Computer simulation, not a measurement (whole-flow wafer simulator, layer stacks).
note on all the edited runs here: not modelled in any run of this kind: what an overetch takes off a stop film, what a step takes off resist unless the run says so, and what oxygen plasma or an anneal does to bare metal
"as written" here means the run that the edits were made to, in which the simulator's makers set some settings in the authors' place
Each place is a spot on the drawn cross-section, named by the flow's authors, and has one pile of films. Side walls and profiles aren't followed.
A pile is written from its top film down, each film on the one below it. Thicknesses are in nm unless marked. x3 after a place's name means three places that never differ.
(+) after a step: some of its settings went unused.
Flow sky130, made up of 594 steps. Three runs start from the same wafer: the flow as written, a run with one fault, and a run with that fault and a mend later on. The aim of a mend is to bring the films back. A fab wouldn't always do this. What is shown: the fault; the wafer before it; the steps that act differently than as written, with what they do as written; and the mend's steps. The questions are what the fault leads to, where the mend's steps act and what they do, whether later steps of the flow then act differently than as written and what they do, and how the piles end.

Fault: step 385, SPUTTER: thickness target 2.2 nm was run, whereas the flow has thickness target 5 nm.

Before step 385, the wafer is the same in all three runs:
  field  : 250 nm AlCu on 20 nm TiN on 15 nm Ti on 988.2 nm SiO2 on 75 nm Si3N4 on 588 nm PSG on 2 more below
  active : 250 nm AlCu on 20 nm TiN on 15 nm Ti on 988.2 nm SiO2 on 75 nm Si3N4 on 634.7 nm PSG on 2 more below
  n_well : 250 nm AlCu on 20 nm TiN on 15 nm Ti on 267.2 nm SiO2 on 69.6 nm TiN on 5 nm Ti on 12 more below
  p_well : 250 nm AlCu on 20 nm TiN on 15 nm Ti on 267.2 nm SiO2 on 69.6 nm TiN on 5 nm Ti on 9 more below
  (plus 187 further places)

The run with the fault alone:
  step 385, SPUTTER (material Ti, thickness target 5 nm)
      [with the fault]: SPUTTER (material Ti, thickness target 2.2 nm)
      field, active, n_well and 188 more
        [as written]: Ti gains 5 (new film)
        [with the fault]: Ti gains 2.2 (new film)
  Steps further on in the flow that do not act as written (not shown: 18 more steps that differ only slightly, by at most 2% or 0.5 nm, whichever is larger):
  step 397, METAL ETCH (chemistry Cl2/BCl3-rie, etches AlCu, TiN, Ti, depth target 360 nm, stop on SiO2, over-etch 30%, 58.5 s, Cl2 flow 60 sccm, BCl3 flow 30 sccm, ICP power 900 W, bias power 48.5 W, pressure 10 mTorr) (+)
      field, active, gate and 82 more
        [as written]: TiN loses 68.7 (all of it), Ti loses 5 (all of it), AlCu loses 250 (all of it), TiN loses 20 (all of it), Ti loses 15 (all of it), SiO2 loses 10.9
        [with the fault]: TiN loses 68.7 (all of it), Ti loses 2.2 (all of it), AlCu loses 250 (all of it), TiN loses 20 (all of it), Ti loses 15 (all of it), SiO2 loses 11.2
  At n_well, p_well, gate_hv and 103 more, the piles at the end differ from the flow's by more than 2% or 0.5 nm, whichever is larger.
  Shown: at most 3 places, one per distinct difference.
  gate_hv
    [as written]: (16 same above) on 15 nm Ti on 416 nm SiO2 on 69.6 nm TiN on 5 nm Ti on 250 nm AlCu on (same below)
    [with the fault]: (16 same above) on 15 nm Ti on 418.8 nm SiO2 on 69.6 nm TiN on 2.2 nm Ti on 250 nm AlCu on (same below)
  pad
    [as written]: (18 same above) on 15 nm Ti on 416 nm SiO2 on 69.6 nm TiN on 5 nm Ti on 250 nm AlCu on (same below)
    [with the fault]: (18 same above) on 15 nm Ti on 418.8 nm SiO2 on 69.6 nm TiN on 2.2 nm Ti on 250 nm AlCu on (same below)
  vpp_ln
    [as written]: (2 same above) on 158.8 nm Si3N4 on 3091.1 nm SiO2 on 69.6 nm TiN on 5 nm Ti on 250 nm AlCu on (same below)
    [with the fault]: (2 same above) on 158.8 nm Si3N4 on 3093.9 nm SiO2 on 69.6 nm TiN on 2.2 nm Ti on 250 nm AlCu on (same below)

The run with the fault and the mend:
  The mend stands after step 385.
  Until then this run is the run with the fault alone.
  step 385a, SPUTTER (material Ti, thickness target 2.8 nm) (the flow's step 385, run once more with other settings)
      field, active, n_well and 188 more
        Ti gains 2.8
  Every later step of the flow that is run acts as written at every place that is followed.
  By the end, the piles equal the flow's at every place that both follow.
